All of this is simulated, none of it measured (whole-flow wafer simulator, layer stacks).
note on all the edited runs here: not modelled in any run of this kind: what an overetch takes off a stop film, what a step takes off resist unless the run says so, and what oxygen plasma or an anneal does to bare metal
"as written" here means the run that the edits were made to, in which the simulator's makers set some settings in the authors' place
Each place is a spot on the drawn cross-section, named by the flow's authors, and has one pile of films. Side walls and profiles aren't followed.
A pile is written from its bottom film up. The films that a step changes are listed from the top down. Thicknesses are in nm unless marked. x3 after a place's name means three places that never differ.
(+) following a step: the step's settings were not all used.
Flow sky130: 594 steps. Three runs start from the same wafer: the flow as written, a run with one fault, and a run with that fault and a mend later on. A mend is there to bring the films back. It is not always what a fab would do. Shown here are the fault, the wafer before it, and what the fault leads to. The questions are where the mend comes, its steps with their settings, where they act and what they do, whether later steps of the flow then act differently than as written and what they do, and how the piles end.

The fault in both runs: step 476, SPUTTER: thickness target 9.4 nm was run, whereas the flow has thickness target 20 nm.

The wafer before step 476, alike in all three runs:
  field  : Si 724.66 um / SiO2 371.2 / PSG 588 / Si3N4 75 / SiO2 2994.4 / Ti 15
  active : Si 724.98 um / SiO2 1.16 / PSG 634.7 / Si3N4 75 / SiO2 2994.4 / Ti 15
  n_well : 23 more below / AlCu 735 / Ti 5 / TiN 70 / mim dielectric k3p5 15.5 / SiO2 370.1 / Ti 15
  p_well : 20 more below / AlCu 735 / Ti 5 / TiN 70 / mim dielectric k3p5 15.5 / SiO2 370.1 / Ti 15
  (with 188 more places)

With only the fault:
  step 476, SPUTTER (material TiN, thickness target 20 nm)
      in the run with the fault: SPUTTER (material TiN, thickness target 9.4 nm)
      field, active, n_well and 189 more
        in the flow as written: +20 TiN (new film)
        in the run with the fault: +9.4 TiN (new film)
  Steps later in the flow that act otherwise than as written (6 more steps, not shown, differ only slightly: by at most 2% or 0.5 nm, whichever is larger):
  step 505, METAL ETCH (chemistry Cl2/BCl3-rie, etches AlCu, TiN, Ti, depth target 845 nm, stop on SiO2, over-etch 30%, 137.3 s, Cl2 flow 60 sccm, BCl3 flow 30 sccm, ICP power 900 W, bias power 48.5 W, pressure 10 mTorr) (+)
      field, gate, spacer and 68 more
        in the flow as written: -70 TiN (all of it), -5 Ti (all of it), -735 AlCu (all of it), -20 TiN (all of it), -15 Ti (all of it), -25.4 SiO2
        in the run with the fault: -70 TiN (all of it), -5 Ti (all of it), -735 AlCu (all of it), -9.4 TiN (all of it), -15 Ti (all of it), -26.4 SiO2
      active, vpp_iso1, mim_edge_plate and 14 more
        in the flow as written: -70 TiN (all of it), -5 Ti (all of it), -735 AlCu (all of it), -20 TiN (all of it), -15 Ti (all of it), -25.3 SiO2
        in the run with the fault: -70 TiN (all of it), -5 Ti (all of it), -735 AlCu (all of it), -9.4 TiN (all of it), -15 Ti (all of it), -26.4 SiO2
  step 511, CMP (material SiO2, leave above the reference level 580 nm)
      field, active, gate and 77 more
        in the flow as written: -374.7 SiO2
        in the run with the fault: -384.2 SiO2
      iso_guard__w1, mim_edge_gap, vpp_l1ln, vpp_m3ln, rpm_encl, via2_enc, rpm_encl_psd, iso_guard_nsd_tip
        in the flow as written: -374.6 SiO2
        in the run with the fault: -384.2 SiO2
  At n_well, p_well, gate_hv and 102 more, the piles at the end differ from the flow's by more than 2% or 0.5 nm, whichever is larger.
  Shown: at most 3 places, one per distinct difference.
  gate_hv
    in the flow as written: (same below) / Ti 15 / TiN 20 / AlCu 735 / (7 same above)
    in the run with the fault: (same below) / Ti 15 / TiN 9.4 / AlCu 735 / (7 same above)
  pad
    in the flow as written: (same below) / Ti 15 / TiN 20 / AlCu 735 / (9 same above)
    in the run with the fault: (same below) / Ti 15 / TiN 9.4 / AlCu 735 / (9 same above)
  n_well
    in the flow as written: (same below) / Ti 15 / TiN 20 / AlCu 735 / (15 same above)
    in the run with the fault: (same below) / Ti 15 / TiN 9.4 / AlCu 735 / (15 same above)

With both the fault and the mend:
  The mend stands after step 476.
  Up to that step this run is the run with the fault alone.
  step 476a, SPUTTER (material TiN, thickness target 10.6 nm) (the flow's step 476 again, with other settings)
      field, active, n_well and 189 more
        +10.6 TiN
  Later steps of the flow that are run all act as written at every place that is followed.
  The piles end the same as the flow's at every place that both follow.
